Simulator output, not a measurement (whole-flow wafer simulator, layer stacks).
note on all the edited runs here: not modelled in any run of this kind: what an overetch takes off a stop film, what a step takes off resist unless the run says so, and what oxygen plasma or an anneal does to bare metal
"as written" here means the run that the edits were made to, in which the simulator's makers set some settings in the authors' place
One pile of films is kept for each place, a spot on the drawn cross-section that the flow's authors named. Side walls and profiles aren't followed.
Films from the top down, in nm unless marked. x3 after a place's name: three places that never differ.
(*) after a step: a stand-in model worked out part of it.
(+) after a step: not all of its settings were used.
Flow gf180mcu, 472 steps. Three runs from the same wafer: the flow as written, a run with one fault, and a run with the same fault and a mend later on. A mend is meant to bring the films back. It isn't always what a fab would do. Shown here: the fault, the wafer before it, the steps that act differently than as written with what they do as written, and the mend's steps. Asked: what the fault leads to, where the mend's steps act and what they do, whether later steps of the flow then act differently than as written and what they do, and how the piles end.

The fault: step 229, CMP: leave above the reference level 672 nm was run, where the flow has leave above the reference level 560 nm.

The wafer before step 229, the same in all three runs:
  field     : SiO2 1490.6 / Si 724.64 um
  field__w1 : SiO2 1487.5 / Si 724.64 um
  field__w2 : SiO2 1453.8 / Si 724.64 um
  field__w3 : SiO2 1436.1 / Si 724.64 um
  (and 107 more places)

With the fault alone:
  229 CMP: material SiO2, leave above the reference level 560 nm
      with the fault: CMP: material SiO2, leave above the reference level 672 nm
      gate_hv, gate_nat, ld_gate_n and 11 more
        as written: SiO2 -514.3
        with the fault: SiO2 -402.3
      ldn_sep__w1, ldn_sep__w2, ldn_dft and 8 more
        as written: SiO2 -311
        with the fault: SiO2 -199
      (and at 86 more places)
  Later steps of the flow that act differently than as written (1 more step differs only slightly, by at most 2% or 0.5 nm, whichever is larger, and isn't shown):
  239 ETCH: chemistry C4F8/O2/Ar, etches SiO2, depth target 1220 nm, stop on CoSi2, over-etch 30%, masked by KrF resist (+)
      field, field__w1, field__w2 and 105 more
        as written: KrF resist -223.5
        with the fault: KrF resist -244
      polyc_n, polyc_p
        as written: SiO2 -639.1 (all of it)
        with the fault: SiO2 -751.1 (all of it)
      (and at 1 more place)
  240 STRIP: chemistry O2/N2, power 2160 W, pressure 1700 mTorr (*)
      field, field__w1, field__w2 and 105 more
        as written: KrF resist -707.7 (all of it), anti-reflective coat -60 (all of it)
        with the fault: KrF resist -687.2 (all of it), anti-reflective coat -60 (all of it)
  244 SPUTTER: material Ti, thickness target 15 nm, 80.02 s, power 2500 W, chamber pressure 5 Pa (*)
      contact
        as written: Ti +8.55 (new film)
        with the fault: Ti +8.01 (new film)
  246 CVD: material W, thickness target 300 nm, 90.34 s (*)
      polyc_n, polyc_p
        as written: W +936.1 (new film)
        with the fault: W +1048.1 (new film)
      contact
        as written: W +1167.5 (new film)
        with the fault: W +1280.4 (new film)
  At the end the piles differ from the flow's by more than 2% or 0.5 nm, whichever is larger, at field__w8, contact, m1 and 6 more.
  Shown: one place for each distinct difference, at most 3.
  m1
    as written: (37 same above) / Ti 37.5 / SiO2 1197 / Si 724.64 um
    with the fault: (37 same above) / Ti 37.5 / SiO2 1309 / Si 724.64 um
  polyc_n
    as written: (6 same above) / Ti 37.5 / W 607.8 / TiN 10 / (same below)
    with the fault: (6 same above) / Ti 37.5 / W 719.8 / TiN 10 / (same below)
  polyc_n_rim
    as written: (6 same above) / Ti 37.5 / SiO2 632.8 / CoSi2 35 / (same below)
    with the fault: (6 same above) / Ti 37.5 / SiO2 744.8 / CoSi2 35 / (same below)

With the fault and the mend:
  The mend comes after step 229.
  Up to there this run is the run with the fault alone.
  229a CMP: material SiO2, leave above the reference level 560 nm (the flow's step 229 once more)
      field, field__w1, field__w2 and 108 more
        SiO2 -112
  No later step of the flow acts differently than as written at any place that is followed.
  At the end the piles are the same as the flow's at every place that both follow.
